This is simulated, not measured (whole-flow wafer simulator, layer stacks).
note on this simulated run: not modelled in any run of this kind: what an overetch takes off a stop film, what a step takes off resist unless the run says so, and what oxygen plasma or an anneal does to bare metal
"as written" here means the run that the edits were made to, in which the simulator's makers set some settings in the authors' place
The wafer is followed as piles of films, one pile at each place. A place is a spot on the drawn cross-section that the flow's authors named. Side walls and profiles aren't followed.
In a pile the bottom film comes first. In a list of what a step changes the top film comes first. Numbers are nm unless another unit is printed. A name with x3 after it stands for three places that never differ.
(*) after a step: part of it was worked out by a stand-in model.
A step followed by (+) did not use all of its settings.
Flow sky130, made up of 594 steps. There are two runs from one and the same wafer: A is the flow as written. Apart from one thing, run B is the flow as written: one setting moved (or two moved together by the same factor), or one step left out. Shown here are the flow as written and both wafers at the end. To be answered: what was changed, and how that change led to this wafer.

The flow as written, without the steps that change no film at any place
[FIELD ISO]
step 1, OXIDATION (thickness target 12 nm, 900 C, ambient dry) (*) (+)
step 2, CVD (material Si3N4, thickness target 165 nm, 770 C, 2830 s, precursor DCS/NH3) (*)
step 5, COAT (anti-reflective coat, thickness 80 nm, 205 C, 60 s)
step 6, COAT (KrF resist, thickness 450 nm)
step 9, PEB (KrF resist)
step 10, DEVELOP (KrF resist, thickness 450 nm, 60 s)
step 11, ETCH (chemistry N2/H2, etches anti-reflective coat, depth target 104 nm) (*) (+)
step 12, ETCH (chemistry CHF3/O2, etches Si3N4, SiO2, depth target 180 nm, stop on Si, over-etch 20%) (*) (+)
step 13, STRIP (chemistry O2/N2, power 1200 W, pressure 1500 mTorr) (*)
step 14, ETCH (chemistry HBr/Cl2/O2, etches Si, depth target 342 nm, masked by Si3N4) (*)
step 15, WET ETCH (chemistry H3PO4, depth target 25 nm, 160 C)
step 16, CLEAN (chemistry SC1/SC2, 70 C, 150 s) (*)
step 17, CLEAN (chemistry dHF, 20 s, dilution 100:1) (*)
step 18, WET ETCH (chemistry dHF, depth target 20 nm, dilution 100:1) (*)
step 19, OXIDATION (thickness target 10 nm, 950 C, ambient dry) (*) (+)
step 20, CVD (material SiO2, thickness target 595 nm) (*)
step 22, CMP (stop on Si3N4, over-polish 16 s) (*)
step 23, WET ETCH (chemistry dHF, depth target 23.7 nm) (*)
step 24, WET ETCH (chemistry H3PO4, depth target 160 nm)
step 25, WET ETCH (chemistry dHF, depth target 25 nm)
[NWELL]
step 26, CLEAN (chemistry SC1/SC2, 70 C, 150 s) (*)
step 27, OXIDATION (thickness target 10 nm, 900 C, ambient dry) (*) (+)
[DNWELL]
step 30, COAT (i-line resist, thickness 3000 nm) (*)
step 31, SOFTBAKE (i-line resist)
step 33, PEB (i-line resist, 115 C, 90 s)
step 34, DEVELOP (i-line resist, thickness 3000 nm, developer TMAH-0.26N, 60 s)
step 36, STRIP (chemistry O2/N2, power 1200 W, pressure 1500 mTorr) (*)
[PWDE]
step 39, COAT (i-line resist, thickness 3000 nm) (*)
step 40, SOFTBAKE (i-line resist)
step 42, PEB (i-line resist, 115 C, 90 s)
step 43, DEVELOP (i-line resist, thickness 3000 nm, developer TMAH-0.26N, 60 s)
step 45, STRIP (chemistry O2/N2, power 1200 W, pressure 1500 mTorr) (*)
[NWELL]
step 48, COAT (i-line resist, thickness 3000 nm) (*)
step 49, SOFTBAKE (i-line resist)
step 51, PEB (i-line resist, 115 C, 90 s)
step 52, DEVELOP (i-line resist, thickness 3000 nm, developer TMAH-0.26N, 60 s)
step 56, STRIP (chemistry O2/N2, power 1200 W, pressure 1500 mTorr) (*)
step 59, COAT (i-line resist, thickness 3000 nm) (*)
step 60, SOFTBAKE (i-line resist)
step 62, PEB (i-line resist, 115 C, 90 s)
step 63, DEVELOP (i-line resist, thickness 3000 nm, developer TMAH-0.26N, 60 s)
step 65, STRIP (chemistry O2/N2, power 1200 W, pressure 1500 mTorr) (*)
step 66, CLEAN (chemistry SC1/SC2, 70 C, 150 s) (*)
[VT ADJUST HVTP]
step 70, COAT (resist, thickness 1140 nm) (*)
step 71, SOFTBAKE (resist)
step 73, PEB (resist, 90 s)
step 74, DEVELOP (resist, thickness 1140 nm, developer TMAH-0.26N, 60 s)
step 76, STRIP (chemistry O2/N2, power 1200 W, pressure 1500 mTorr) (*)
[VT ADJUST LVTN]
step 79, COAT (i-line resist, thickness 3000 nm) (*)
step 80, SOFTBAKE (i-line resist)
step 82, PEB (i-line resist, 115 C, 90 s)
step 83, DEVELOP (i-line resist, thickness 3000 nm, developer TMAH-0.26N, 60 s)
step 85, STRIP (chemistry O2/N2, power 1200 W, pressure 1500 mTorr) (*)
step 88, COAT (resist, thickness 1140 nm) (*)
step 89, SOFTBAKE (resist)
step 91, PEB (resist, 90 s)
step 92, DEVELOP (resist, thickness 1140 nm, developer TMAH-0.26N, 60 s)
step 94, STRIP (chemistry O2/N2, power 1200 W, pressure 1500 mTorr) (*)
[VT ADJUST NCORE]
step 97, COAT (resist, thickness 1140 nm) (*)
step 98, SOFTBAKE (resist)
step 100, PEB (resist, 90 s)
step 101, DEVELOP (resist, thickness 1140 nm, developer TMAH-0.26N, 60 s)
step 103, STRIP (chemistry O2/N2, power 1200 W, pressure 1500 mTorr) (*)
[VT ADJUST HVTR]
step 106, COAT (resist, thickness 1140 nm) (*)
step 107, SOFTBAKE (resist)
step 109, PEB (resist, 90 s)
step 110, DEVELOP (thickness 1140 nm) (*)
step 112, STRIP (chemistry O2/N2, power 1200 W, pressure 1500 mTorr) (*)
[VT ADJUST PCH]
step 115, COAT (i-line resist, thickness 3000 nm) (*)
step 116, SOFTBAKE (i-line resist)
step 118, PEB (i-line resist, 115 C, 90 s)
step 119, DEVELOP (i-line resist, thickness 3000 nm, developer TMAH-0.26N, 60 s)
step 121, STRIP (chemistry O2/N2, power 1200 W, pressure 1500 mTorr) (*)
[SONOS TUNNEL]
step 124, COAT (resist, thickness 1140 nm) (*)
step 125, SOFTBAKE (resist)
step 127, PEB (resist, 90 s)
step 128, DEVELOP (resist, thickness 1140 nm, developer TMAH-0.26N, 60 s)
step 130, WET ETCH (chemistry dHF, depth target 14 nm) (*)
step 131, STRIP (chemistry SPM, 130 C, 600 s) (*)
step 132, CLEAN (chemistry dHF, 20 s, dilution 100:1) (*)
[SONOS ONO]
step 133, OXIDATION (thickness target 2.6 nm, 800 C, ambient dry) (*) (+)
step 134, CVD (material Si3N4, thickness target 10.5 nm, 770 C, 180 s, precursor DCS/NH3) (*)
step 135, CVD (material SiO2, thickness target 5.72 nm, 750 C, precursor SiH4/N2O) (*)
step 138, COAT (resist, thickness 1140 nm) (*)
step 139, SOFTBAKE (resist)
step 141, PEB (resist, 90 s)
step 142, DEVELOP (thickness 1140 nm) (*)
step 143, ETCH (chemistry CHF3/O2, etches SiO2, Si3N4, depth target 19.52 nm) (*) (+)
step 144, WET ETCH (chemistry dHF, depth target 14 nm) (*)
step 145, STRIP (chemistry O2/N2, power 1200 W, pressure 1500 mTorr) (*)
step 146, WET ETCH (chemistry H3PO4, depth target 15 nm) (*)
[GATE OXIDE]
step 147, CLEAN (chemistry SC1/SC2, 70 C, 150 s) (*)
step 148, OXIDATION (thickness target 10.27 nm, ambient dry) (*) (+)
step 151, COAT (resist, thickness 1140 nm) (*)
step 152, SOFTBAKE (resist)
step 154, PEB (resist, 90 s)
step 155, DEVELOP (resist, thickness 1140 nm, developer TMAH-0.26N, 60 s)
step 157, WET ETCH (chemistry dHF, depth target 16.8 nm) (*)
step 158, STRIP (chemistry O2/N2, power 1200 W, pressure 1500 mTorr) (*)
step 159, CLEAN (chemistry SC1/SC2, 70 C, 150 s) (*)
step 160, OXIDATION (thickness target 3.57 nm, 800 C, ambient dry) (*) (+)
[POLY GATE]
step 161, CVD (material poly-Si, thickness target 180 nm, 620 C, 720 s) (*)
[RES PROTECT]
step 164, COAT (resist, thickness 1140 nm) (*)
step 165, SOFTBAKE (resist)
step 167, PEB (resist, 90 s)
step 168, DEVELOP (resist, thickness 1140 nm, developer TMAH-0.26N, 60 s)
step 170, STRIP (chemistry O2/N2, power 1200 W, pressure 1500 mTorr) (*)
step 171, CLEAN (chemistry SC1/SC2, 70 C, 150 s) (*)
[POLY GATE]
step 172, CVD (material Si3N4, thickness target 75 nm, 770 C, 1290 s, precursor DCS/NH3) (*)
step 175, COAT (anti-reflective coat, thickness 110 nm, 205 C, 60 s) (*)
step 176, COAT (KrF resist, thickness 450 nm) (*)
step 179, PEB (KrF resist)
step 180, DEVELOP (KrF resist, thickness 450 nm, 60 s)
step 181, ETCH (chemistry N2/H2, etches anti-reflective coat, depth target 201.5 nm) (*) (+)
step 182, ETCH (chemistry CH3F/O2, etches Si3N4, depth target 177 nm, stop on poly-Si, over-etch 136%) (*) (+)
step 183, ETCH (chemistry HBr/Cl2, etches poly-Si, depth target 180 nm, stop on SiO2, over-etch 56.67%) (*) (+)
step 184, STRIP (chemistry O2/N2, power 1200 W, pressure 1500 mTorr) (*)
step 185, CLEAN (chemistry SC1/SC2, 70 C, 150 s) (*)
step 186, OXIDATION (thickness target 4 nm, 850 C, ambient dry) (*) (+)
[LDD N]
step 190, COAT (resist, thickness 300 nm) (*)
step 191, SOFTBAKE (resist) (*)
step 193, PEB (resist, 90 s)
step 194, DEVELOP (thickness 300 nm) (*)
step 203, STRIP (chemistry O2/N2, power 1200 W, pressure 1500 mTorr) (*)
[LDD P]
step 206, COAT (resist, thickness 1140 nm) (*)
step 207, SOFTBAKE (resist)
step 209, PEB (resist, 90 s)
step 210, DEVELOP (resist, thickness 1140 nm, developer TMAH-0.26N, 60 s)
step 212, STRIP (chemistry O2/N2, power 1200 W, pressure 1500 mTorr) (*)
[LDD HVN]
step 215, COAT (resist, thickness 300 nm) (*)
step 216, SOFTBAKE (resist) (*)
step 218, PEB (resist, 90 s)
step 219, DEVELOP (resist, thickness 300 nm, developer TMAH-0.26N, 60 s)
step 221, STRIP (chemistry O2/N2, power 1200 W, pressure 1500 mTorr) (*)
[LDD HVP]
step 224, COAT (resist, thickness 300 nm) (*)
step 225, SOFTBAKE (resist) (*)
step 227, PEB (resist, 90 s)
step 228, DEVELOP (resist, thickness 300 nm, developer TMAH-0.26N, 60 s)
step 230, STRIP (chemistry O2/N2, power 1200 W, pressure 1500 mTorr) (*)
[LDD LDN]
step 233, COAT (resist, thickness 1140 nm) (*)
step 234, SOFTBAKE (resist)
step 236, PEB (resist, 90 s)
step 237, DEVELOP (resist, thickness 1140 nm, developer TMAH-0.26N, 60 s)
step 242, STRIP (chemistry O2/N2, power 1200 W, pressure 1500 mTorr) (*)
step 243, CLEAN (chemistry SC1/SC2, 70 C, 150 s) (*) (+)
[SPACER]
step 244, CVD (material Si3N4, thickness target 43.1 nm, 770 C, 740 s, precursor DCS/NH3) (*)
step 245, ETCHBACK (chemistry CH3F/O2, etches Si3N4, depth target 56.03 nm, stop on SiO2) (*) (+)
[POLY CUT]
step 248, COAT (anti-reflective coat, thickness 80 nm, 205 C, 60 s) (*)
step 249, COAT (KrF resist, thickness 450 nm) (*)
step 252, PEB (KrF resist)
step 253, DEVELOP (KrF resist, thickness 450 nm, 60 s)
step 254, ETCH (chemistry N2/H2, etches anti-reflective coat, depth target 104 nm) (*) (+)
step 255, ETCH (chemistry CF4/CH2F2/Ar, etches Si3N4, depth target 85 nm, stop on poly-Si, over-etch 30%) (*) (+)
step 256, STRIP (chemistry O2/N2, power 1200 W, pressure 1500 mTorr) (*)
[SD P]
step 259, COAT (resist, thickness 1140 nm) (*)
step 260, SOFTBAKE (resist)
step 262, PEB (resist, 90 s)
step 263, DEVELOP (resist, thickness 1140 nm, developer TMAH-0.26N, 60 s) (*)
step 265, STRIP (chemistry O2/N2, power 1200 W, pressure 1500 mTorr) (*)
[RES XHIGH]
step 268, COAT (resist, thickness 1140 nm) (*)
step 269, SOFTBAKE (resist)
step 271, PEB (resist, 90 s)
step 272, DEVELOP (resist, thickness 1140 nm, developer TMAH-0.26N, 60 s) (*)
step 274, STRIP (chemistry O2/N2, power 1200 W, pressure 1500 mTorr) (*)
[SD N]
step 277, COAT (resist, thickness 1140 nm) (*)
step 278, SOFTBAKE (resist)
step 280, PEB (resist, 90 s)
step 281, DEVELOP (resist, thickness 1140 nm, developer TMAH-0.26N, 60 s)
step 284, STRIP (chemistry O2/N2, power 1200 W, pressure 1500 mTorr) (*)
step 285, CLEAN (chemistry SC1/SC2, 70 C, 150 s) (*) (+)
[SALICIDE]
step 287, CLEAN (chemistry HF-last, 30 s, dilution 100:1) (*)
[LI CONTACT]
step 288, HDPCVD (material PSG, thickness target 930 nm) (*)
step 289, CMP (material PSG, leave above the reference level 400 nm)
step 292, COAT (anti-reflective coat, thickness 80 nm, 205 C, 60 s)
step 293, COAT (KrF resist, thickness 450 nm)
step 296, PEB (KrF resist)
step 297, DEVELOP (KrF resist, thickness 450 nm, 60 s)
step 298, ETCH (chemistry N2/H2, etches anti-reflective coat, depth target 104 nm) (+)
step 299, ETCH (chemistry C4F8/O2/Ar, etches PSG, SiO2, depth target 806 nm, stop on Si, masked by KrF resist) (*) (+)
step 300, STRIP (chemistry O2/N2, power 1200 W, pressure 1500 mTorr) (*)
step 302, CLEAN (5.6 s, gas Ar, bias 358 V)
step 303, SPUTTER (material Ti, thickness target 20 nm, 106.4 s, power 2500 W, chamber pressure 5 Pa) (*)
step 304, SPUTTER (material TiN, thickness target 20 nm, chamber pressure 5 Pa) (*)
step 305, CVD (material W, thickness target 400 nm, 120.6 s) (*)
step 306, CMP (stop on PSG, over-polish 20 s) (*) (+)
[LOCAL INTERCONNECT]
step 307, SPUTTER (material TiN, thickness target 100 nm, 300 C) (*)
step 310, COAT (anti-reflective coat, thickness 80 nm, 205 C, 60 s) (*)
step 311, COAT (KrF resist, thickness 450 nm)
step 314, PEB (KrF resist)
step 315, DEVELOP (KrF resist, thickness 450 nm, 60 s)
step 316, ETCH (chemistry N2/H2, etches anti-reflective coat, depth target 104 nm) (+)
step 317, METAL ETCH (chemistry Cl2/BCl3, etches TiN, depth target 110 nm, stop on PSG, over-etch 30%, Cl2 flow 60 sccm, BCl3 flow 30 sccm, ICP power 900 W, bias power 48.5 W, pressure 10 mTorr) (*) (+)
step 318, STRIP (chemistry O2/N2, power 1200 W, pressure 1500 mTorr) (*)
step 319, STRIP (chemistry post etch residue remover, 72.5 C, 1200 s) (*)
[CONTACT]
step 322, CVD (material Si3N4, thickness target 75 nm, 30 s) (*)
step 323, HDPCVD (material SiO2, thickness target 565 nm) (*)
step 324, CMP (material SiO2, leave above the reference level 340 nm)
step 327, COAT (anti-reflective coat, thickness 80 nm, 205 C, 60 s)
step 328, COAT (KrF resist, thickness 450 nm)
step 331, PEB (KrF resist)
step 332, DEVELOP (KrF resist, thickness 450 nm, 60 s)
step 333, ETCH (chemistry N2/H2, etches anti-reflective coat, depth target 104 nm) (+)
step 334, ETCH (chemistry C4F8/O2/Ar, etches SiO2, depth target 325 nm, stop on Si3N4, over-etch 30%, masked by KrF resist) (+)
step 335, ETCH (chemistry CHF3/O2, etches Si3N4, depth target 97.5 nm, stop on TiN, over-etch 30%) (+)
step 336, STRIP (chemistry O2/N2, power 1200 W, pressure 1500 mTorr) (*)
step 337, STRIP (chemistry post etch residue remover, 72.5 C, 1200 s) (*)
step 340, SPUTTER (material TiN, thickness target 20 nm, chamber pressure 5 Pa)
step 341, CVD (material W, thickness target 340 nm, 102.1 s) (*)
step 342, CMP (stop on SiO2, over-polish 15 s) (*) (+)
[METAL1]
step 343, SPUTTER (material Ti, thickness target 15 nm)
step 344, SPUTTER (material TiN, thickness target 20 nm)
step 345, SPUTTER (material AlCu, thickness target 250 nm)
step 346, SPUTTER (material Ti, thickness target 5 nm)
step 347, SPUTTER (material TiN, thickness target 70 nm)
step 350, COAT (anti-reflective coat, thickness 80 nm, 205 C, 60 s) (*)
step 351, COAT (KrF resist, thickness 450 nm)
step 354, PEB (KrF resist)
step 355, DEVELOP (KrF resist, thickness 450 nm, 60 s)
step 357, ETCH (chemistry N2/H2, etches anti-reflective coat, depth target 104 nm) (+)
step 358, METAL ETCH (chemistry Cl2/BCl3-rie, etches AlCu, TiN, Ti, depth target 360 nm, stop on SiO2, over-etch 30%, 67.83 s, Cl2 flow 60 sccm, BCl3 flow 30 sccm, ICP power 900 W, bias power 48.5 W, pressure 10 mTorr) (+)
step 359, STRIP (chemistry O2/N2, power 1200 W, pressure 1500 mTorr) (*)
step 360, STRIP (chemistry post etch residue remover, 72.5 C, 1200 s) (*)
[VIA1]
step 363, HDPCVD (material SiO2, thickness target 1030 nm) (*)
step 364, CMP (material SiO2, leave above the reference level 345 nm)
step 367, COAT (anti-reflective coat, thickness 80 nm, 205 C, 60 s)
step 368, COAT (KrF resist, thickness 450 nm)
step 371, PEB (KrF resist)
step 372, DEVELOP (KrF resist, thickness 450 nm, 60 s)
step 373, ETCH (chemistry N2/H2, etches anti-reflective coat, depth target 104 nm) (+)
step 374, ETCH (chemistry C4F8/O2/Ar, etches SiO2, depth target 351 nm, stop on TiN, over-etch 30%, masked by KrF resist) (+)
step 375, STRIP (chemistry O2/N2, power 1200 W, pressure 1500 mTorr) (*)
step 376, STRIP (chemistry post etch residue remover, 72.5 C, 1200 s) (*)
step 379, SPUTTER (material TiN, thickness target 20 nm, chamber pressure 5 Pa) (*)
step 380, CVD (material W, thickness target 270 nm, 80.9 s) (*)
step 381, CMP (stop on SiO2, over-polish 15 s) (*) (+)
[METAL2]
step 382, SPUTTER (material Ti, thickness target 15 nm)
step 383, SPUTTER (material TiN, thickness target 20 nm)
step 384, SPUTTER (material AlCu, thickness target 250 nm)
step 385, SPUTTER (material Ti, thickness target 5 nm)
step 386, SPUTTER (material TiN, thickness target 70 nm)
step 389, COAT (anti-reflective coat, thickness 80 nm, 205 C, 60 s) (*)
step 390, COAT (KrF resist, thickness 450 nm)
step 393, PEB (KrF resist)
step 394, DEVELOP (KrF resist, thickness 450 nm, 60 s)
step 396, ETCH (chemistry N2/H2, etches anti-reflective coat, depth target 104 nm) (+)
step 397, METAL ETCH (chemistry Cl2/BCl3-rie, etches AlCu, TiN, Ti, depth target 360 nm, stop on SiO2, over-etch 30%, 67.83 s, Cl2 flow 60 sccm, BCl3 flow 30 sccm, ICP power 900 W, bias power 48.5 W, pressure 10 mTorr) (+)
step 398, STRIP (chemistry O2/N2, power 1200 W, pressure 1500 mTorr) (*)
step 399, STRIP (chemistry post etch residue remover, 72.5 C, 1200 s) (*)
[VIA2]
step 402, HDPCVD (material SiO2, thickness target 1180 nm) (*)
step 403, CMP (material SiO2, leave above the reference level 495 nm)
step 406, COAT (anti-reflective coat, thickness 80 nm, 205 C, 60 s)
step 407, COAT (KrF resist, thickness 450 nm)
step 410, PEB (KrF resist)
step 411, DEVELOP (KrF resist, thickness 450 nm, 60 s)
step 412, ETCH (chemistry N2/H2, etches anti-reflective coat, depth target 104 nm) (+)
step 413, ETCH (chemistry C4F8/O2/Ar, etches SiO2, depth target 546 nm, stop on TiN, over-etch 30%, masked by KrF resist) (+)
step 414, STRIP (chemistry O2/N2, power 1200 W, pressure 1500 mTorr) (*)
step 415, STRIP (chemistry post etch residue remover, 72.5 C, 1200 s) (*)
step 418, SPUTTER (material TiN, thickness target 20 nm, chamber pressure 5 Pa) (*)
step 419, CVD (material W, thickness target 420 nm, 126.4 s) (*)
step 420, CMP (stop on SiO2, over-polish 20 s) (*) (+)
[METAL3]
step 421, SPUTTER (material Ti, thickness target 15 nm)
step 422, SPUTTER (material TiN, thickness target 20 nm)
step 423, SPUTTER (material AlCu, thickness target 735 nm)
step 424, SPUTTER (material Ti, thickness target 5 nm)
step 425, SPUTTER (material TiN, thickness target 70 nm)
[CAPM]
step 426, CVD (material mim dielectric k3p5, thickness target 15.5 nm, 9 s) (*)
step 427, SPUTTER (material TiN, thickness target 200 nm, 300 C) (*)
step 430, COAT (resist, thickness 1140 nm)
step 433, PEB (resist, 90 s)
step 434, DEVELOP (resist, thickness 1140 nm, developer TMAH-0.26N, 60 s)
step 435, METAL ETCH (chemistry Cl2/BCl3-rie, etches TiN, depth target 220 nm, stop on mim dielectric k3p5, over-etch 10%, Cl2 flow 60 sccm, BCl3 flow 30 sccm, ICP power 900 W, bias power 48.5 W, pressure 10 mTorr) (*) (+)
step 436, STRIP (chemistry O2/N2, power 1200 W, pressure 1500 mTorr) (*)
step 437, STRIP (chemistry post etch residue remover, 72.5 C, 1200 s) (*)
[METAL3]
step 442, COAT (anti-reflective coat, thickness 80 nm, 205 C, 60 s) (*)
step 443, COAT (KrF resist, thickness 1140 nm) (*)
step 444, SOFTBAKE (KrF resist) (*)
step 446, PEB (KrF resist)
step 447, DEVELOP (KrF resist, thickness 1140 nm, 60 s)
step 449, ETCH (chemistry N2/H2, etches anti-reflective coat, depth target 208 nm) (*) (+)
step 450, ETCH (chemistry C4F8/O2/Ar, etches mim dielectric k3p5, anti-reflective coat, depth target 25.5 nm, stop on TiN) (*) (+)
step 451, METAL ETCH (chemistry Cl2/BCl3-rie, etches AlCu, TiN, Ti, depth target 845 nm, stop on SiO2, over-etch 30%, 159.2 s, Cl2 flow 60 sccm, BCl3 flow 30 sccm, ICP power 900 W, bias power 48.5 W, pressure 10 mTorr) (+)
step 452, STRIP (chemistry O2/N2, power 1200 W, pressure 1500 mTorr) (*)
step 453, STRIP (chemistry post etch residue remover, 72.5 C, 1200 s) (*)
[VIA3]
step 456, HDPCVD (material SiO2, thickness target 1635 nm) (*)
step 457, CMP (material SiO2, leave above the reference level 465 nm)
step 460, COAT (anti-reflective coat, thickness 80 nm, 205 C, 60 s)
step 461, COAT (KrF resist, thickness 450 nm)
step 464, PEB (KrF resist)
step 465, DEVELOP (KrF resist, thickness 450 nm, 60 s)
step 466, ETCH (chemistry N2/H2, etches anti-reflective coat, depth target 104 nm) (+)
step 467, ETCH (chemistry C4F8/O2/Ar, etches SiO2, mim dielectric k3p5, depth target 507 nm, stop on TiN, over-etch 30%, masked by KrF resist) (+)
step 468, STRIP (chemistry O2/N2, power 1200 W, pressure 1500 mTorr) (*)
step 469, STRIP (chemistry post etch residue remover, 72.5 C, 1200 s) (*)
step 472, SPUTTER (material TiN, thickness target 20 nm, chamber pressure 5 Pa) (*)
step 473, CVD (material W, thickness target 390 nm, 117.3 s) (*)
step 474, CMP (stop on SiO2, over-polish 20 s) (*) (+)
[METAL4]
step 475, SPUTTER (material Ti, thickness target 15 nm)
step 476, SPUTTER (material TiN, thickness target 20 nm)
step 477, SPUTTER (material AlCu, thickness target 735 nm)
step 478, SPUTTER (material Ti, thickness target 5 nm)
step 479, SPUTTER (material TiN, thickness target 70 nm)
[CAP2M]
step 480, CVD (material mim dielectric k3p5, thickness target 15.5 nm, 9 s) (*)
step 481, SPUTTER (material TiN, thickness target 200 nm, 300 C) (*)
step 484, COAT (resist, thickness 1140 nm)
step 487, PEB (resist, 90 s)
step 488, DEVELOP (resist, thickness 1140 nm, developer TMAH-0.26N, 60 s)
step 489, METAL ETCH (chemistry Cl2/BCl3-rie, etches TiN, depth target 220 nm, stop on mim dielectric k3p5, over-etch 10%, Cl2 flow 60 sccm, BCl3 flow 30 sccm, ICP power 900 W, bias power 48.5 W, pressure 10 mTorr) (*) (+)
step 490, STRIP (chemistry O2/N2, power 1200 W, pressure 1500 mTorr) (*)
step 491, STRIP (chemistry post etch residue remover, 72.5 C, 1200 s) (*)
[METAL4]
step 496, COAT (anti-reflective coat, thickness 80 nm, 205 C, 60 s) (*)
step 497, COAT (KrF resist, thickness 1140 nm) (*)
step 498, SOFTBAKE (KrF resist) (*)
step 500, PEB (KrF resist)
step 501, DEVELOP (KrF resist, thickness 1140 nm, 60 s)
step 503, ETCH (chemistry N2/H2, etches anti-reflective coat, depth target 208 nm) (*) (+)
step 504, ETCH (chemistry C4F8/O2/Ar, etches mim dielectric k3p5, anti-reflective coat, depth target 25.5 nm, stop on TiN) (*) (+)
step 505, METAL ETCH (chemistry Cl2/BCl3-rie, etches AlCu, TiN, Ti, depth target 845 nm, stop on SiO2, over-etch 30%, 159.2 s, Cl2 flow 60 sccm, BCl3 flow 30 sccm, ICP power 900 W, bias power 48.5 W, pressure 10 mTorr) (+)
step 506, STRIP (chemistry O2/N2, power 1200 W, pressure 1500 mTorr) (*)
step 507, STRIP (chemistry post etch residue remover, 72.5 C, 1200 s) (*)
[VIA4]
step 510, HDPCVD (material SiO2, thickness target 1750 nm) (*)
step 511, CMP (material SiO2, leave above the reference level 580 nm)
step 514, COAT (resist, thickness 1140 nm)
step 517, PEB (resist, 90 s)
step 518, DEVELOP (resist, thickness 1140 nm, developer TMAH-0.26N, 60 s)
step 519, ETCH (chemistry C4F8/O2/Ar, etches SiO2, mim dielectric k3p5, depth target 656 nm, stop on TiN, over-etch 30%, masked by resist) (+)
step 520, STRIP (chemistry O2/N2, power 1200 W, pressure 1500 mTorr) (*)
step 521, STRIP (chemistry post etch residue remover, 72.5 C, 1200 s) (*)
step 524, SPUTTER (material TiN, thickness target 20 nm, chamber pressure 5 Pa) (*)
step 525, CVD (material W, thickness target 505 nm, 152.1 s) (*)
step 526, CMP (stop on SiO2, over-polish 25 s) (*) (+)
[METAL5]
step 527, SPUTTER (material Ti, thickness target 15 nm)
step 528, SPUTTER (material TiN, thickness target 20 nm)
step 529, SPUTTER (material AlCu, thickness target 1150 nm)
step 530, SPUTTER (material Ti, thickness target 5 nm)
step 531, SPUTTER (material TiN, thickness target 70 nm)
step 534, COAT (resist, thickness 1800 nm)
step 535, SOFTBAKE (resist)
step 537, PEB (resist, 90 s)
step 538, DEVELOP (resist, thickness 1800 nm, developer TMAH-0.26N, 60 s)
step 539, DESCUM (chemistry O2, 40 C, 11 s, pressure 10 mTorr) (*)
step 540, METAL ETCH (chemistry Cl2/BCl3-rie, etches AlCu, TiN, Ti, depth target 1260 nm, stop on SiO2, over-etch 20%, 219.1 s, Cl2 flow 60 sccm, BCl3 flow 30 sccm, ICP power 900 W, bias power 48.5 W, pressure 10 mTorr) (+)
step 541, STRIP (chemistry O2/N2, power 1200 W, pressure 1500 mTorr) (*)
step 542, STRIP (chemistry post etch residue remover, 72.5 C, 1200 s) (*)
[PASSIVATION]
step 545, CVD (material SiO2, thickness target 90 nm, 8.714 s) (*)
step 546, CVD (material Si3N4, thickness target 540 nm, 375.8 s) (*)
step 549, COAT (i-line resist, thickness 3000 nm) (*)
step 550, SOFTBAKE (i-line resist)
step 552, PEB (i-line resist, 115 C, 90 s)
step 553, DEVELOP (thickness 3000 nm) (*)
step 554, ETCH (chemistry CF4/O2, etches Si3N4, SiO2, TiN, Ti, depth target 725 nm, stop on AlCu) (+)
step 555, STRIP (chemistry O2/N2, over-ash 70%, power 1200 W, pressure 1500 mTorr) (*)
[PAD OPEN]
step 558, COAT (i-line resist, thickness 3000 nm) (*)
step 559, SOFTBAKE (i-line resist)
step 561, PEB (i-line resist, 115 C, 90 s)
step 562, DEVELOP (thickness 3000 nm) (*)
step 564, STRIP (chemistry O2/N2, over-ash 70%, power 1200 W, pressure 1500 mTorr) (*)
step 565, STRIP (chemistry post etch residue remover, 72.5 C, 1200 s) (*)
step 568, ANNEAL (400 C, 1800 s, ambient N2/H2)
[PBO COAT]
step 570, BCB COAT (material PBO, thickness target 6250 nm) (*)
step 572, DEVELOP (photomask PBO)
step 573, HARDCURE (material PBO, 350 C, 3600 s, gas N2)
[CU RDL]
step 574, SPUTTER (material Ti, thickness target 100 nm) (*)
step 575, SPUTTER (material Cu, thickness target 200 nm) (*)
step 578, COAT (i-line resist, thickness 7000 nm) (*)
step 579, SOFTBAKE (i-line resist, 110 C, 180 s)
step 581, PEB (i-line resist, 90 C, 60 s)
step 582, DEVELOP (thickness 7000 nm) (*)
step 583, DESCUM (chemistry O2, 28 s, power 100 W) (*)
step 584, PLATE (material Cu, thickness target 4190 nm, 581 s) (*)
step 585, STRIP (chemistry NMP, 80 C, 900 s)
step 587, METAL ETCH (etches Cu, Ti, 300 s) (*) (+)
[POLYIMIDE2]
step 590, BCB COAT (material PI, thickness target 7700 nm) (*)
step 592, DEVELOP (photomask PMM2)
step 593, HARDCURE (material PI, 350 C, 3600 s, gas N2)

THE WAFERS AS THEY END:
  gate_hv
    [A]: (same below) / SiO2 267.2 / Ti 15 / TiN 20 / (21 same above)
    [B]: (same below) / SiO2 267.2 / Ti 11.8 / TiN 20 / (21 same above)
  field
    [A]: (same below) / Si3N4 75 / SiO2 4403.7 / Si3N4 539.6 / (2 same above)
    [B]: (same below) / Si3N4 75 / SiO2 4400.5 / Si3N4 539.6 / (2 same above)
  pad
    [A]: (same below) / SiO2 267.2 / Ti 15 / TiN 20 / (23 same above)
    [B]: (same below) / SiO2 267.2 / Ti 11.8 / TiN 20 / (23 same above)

Cause: step 382, SPUTTER: thickness target 11.8 nm was run, while the flow as written has thickness target 15 nm.
The wafer itself shows it: gate_hv has Ti 11.8, and step 382 as written asks for 15 nm.

Step by step, how the change led to this:
  step 382, SPUTTER (material Ti, thickness target 15 nm)
      field, active, n_well and 188 more: A Ti gains 15 (new film) | B Ti gains 11.8 (new film)
  step 397, METAL ETCH (chemistry Cl2/BCl3-rie, etches AlCu, TiN, Ti, depth target 360 nm, stop on SiO2, over-etch 30%, 67.83 s, Cl2 flow 60 sccm, BCl3 flow 30 sccm, ICP power 900 W, bias power 48.5 W, pressure 10 mTorr) (+)
      field, active, gate and 82 more: A TiN loses 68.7 (all of it), Ti loses 5 (all of it), AlCu loses 250 (all of it), TiN loses 20 (all of it), Ti loses 15 (all of it), SiO2 loses 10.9 | B TiN loses 68.7 (all of it), Ti loses 5 (all of it), AlCu loses 250 (all of it), TiN loses 20 (all of it), Ti loses 11.8 (all of it), SiO2 loses 11.3
